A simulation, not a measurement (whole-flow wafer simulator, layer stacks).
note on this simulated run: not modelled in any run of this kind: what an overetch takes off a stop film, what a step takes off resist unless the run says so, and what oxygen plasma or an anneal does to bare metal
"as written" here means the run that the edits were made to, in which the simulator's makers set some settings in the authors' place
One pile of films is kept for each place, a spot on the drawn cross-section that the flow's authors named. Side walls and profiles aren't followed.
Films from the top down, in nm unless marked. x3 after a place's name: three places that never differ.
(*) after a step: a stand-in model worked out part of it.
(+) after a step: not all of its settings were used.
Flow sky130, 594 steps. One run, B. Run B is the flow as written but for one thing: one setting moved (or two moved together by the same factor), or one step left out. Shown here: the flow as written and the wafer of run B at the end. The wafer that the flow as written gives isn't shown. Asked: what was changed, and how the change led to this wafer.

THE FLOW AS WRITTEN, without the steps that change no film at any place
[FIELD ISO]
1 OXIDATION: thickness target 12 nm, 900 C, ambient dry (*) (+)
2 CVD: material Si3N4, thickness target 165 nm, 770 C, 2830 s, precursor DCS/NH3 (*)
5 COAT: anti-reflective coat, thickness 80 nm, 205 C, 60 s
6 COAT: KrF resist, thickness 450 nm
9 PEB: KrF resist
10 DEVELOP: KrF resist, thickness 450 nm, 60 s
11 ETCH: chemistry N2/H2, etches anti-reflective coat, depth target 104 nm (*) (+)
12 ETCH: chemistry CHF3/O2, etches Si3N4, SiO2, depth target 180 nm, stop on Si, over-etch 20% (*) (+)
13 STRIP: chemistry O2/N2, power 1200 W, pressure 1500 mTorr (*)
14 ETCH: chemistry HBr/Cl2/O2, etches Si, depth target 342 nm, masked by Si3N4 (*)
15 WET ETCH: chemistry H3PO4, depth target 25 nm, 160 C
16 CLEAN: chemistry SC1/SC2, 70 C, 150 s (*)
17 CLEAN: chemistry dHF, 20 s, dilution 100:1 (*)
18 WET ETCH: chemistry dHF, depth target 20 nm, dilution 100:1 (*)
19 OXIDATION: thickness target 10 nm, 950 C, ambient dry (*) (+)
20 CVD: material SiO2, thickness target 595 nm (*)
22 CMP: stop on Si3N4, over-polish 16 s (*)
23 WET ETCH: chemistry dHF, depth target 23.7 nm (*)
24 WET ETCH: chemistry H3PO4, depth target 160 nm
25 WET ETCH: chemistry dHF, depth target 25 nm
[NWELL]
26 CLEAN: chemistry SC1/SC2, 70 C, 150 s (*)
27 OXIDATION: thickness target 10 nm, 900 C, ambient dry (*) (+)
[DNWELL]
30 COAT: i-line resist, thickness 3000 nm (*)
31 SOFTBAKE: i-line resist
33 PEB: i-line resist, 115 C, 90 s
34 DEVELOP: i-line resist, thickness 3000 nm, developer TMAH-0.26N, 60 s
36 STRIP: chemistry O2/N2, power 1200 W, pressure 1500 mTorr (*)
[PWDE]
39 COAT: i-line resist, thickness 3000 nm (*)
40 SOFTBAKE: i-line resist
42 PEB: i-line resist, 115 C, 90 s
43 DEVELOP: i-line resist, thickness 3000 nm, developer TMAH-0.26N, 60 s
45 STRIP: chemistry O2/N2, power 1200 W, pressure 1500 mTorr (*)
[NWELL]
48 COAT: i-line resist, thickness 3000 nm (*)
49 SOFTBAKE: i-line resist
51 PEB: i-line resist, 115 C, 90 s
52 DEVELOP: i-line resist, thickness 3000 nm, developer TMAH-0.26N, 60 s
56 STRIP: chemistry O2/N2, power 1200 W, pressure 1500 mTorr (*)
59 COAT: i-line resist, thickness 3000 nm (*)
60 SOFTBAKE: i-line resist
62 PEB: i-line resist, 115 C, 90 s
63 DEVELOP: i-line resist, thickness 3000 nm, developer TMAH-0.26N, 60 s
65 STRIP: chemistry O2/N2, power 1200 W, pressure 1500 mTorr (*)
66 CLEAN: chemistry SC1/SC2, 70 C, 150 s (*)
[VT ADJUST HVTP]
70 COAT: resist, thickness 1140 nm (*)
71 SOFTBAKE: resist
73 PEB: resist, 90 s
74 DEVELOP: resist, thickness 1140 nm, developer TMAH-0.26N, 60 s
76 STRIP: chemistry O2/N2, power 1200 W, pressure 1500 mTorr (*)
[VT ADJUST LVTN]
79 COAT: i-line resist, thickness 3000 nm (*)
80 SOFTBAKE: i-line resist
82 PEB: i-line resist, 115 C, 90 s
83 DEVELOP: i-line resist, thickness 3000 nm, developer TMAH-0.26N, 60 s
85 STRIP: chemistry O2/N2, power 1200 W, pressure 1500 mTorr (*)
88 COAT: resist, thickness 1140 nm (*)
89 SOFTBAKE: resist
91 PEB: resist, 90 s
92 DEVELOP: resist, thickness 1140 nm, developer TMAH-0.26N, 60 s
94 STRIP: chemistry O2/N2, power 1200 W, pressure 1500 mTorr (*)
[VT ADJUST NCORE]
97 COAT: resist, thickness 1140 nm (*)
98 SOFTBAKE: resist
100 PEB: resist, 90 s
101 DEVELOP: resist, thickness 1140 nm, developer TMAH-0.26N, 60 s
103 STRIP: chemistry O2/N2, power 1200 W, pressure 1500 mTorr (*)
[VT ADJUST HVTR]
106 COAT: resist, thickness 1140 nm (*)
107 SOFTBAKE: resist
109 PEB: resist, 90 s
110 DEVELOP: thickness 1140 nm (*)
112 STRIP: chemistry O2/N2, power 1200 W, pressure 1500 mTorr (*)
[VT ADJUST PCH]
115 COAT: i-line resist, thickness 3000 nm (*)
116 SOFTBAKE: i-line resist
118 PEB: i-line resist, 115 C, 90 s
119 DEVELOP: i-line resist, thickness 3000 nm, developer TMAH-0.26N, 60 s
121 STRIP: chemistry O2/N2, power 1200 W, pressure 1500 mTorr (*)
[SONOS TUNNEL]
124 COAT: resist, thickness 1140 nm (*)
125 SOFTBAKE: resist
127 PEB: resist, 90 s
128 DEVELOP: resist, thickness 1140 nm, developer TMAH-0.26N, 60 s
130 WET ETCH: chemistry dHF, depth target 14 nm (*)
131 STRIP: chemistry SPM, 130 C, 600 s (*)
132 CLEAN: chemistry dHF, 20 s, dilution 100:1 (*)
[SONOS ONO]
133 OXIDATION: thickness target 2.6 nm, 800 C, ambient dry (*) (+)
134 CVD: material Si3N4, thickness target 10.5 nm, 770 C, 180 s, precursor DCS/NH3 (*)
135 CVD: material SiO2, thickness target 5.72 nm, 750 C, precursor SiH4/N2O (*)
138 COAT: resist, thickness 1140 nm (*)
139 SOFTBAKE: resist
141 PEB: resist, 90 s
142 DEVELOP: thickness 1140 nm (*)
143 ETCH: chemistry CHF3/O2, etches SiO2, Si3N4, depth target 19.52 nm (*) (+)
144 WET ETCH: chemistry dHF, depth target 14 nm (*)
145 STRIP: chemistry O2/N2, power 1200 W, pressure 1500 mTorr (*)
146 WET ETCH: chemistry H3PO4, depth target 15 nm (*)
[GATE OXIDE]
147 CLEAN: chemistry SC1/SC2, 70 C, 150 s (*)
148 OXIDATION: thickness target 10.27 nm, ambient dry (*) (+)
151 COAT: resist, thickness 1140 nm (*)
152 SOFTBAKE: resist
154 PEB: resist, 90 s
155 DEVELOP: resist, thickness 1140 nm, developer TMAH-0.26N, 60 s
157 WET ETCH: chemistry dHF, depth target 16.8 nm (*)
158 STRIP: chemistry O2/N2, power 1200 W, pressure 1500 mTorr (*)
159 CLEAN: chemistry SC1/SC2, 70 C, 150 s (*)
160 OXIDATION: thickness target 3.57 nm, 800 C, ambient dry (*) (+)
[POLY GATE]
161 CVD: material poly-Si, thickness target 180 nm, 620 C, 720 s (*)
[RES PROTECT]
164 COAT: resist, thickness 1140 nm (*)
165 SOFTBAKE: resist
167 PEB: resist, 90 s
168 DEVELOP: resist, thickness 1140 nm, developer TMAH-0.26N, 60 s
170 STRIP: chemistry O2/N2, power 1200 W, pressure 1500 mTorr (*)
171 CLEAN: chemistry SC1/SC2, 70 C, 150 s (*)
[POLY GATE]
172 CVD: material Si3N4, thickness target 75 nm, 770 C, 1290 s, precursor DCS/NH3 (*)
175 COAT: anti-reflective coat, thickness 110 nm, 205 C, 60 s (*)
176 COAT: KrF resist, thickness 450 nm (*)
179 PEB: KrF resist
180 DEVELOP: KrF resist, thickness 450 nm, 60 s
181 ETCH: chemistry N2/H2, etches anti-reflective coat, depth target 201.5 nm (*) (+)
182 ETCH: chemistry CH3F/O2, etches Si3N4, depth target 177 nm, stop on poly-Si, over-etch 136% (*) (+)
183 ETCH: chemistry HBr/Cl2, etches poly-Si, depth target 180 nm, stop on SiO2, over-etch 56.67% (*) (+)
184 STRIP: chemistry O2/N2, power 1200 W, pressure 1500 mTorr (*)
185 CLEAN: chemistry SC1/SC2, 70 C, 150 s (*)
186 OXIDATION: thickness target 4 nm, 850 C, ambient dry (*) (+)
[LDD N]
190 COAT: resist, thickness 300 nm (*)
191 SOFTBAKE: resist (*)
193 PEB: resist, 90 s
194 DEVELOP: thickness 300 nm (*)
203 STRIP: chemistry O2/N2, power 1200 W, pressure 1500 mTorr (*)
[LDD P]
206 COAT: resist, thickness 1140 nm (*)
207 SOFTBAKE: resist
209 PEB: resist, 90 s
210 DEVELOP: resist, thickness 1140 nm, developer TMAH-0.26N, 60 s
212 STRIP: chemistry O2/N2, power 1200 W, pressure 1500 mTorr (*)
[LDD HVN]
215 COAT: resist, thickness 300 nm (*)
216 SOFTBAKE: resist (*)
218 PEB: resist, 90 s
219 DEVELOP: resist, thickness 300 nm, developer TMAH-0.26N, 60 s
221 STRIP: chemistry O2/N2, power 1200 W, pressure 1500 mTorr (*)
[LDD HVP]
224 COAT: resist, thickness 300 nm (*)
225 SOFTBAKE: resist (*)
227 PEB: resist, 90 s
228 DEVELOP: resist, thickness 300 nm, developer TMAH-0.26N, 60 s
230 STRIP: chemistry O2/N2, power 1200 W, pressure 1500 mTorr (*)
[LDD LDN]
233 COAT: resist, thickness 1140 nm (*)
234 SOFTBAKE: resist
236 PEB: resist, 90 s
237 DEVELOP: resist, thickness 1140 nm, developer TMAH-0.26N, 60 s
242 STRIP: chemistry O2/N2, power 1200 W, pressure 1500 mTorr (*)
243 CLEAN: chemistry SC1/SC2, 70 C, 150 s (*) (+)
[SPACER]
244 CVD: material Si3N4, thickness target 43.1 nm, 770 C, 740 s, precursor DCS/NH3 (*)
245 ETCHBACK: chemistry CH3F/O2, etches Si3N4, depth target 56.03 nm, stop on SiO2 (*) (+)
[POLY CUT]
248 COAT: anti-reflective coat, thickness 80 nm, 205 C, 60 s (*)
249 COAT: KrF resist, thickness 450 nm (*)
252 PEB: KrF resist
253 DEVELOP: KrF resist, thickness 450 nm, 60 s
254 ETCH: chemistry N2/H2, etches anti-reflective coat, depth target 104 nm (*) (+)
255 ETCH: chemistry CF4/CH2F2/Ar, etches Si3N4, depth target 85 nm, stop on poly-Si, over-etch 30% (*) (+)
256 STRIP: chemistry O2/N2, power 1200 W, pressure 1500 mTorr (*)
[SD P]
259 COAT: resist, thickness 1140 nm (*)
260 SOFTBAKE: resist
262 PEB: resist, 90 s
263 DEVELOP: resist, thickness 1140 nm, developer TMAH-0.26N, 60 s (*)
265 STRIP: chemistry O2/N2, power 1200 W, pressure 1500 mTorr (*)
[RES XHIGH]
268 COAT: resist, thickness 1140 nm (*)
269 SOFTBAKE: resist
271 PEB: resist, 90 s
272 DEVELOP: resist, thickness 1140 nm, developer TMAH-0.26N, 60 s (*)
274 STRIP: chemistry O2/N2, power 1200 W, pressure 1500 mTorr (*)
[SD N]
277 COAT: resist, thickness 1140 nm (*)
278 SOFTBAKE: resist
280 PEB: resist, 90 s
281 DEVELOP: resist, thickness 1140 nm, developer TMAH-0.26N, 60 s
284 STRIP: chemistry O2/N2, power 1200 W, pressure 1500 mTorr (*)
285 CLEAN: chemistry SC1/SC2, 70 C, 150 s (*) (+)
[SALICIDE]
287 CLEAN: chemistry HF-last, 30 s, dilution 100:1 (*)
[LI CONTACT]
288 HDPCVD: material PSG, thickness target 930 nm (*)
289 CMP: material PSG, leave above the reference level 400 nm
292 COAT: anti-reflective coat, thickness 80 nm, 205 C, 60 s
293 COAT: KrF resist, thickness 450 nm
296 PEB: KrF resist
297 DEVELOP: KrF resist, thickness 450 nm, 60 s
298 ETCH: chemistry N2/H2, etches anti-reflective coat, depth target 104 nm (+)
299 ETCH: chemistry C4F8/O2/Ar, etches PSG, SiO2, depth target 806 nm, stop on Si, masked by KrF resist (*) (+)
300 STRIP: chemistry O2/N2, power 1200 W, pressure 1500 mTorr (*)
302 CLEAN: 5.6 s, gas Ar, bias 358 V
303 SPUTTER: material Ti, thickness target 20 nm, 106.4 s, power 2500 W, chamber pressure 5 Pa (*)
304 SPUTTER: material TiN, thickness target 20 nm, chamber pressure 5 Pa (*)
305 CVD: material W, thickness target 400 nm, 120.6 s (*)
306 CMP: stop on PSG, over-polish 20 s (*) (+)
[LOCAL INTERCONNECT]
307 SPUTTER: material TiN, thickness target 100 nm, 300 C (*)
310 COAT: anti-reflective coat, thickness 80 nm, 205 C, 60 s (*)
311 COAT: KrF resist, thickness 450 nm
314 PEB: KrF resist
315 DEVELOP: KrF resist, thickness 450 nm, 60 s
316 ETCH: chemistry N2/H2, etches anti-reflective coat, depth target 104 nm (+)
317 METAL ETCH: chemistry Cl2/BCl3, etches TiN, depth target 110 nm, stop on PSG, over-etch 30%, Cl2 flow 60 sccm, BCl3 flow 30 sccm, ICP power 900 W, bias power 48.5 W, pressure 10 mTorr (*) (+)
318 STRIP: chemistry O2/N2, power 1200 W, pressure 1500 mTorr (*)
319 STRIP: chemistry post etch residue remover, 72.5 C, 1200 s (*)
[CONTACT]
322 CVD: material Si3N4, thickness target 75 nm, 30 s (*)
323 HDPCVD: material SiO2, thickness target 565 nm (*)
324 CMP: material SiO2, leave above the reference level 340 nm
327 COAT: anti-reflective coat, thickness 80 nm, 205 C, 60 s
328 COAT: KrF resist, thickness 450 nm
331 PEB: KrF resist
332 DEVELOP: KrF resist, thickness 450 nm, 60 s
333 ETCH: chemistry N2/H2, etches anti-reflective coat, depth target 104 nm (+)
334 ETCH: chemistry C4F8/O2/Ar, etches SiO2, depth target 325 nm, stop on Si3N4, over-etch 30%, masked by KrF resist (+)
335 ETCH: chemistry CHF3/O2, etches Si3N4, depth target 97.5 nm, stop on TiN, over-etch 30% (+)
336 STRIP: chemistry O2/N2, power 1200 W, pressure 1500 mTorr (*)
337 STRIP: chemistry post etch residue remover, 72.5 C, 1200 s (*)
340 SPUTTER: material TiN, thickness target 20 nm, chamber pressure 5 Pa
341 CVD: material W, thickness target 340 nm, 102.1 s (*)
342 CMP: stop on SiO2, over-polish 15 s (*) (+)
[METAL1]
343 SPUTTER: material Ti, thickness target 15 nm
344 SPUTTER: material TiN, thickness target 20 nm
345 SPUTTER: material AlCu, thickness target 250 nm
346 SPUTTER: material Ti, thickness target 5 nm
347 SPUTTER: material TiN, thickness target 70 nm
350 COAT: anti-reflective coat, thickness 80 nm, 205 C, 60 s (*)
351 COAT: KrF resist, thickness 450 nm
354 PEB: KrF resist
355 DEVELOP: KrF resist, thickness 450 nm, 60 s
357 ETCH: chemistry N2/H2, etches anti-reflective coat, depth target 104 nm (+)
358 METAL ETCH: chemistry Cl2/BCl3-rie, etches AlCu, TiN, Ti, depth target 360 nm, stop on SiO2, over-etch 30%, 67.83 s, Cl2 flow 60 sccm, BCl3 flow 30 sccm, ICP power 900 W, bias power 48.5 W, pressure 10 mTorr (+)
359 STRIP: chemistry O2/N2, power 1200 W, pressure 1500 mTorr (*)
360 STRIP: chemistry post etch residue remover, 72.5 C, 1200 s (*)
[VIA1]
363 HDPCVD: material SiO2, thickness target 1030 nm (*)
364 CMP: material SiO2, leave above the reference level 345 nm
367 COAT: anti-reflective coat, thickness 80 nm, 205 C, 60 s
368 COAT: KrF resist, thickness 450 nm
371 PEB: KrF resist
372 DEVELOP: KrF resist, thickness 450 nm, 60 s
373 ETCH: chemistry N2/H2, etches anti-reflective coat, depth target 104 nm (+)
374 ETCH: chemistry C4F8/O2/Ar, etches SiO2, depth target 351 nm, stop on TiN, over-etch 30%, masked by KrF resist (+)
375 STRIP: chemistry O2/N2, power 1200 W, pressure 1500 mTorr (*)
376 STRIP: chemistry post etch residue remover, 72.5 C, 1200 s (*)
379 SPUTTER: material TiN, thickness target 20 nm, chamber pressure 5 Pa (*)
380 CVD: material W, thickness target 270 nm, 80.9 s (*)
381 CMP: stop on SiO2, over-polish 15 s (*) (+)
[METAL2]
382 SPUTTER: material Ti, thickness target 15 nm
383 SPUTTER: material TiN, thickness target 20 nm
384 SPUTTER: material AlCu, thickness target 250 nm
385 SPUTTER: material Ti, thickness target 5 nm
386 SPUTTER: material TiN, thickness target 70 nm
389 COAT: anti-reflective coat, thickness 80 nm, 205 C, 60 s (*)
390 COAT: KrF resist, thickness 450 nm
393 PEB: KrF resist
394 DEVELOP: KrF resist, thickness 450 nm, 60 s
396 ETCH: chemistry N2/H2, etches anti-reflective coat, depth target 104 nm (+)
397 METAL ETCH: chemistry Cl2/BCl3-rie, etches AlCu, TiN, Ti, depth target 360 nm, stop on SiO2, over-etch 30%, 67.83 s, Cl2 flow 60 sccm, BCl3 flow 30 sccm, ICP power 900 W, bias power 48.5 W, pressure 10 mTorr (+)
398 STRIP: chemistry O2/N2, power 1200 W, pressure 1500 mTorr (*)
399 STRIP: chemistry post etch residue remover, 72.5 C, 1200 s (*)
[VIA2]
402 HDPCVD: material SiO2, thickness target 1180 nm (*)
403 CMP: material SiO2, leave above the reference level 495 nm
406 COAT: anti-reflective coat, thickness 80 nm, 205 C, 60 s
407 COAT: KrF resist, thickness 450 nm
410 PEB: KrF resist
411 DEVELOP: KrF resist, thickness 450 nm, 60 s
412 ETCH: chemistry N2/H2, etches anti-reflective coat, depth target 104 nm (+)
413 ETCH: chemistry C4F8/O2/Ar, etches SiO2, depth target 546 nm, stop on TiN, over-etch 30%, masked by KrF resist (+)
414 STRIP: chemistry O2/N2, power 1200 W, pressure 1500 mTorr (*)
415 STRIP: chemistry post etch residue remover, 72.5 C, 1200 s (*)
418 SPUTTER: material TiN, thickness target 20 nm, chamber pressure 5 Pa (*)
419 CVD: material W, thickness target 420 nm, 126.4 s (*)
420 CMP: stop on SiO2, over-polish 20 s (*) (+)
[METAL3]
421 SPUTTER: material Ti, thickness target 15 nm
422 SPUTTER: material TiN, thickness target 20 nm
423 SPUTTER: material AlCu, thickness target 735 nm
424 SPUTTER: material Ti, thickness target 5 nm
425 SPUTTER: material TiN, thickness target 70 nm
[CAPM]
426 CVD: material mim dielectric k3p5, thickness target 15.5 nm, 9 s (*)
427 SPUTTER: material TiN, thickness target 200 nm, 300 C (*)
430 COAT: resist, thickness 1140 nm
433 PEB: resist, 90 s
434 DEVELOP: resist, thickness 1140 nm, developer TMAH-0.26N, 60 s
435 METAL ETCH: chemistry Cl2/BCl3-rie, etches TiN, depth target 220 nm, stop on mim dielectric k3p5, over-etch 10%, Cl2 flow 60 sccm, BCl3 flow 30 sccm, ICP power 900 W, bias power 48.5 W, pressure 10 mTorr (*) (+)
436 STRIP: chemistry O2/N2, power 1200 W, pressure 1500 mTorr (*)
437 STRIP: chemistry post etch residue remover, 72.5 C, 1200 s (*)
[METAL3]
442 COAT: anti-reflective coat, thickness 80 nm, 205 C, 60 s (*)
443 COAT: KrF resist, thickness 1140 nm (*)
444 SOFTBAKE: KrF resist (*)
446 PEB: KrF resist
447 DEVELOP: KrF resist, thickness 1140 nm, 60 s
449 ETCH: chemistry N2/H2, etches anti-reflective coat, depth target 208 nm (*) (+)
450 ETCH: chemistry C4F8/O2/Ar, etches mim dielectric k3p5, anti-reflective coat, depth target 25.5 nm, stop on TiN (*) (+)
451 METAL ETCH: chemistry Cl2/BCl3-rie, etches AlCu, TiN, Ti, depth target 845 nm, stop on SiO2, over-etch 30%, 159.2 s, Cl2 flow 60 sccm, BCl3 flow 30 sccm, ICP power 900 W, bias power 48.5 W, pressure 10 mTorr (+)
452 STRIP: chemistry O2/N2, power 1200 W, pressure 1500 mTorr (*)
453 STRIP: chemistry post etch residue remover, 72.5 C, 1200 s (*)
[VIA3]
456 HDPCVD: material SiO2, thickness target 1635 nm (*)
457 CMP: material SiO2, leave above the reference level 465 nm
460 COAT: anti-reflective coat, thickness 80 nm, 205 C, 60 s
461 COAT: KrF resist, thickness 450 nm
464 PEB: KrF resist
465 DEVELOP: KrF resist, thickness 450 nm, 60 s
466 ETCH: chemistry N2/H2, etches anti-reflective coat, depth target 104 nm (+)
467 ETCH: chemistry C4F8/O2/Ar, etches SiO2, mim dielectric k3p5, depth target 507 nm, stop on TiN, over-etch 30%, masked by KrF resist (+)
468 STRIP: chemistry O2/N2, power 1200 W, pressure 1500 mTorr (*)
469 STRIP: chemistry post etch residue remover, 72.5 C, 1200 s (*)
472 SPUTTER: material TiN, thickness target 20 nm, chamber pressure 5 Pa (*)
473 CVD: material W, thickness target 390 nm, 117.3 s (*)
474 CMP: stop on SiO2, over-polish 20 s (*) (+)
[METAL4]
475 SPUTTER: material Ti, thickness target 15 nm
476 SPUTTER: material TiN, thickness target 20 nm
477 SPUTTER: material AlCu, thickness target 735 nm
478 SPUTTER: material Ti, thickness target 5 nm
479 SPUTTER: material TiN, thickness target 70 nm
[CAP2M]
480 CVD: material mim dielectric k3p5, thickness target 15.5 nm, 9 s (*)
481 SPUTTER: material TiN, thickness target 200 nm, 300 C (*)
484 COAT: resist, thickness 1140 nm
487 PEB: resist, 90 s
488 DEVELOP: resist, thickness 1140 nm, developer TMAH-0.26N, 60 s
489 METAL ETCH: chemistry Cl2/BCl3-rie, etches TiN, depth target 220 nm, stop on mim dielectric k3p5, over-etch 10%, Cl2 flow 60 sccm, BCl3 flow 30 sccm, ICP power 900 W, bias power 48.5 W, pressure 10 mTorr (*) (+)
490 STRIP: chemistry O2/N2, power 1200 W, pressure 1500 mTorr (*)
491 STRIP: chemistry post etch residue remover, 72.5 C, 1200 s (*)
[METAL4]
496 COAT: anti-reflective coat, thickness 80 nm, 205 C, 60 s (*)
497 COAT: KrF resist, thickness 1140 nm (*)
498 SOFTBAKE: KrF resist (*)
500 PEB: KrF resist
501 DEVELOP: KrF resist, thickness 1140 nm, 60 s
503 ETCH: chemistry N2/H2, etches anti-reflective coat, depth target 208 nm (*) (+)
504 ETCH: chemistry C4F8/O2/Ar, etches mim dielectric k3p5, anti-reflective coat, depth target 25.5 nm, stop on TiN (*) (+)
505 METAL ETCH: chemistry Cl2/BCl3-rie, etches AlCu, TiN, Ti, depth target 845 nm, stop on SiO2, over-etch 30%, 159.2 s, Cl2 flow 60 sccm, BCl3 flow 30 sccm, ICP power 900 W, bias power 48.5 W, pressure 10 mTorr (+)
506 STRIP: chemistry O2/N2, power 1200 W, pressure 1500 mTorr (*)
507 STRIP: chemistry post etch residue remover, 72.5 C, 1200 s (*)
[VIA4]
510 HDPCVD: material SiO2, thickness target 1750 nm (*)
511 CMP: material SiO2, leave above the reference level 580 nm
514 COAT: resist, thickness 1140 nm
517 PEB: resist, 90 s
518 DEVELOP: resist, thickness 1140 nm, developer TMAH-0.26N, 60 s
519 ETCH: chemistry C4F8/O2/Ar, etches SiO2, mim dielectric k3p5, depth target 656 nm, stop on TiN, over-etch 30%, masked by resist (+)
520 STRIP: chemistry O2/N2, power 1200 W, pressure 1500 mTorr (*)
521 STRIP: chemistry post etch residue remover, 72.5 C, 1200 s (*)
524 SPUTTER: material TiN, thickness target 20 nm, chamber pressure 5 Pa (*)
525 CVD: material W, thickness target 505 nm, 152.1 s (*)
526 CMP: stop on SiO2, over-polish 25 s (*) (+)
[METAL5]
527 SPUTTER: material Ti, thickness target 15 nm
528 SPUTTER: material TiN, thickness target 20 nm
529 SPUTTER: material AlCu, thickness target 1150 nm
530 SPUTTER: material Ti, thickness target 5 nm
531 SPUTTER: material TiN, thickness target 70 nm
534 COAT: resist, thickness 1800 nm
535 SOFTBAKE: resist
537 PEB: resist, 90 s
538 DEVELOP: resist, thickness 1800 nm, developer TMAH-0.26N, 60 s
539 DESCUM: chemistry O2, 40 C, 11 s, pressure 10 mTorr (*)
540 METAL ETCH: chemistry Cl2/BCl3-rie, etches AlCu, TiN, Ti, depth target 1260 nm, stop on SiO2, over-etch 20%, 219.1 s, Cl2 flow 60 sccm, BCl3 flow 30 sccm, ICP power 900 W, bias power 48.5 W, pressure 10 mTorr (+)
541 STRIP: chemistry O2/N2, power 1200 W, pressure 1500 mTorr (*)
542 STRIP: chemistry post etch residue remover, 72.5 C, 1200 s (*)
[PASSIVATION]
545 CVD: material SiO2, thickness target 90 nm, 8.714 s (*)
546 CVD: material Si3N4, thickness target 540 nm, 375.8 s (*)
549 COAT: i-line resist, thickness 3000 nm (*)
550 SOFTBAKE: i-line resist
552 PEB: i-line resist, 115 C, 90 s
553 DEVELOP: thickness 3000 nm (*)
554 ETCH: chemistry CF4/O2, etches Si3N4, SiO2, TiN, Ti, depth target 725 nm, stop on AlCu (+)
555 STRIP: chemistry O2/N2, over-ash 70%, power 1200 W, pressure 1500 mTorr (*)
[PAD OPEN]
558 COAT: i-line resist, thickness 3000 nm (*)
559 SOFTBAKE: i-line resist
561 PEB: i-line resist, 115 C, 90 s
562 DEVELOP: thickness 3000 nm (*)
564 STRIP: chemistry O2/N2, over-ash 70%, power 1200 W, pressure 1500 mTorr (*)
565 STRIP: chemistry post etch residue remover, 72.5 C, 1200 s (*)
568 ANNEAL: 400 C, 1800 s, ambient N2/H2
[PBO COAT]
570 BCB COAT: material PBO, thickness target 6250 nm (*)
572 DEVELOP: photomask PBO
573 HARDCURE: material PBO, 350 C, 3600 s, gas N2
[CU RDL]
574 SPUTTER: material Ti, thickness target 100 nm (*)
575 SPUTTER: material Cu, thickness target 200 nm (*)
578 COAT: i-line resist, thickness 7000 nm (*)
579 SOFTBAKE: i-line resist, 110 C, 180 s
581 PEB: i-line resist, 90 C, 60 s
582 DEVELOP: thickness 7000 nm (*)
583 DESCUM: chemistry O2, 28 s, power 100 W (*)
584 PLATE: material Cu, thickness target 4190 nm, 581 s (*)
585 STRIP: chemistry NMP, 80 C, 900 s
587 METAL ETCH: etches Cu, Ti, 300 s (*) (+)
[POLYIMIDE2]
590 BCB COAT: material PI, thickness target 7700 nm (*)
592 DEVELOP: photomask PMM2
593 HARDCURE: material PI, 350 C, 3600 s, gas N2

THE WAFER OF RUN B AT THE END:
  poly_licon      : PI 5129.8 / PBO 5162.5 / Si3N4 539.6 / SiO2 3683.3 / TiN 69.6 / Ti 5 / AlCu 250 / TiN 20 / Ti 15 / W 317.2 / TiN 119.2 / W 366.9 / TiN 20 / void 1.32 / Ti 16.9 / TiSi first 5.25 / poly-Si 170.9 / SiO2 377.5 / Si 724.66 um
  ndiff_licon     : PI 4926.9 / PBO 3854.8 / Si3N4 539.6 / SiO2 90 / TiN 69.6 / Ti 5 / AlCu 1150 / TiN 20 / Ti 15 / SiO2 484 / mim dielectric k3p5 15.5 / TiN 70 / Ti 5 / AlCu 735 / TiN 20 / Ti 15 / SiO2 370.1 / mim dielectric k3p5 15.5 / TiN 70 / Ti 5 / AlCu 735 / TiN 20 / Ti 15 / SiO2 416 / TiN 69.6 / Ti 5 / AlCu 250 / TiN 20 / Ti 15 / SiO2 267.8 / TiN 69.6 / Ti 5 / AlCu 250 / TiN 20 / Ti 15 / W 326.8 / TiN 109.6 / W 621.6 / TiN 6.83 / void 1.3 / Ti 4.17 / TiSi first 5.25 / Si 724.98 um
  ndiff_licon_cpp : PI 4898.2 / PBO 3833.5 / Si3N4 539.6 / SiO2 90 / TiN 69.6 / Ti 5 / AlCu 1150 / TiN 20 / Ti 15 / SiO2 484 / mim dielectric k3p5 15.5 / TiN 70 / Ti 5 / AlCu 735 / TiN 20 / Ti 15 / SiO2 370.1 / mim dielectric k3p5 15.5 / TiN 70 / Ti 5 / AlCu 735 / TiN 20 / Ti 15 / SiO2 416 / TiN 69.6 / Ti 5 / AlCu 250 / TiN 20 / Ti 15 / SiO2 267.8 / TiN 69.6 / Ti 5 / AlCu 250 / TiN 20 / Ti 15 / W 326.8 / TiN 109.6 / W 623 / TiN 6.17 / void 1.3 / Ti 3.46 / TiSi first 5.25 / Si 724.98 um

The cause: step 568, ANNEAL: 382 C was run, where the flow has 400 C.

How the change led to this, step by step:
  568 ANNEAL: 400 C, 1800 s, ambient N2/H2
      poly_licon, rpo_hd_licon: under 11 films: void +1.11 (new film), Ti -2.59, TiSi first +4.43 (new film), poly-Si -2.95 (as written it would be: under 11 films: void +1.54 (new film), Ti -3.59, TiSi first +6.13 (new film), poly-Si -4.08)
      ndiff_licon, ndiff_licon_cpp: under 37 films: void +1.1 (new film), Ti -2.59, TiSi first +4.43 (new film), Si -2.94 (as written it would be: under 37 films: void +1.52 (new film), Ti -3.59, TiSi first +6.13 (new film), Si -4.07)
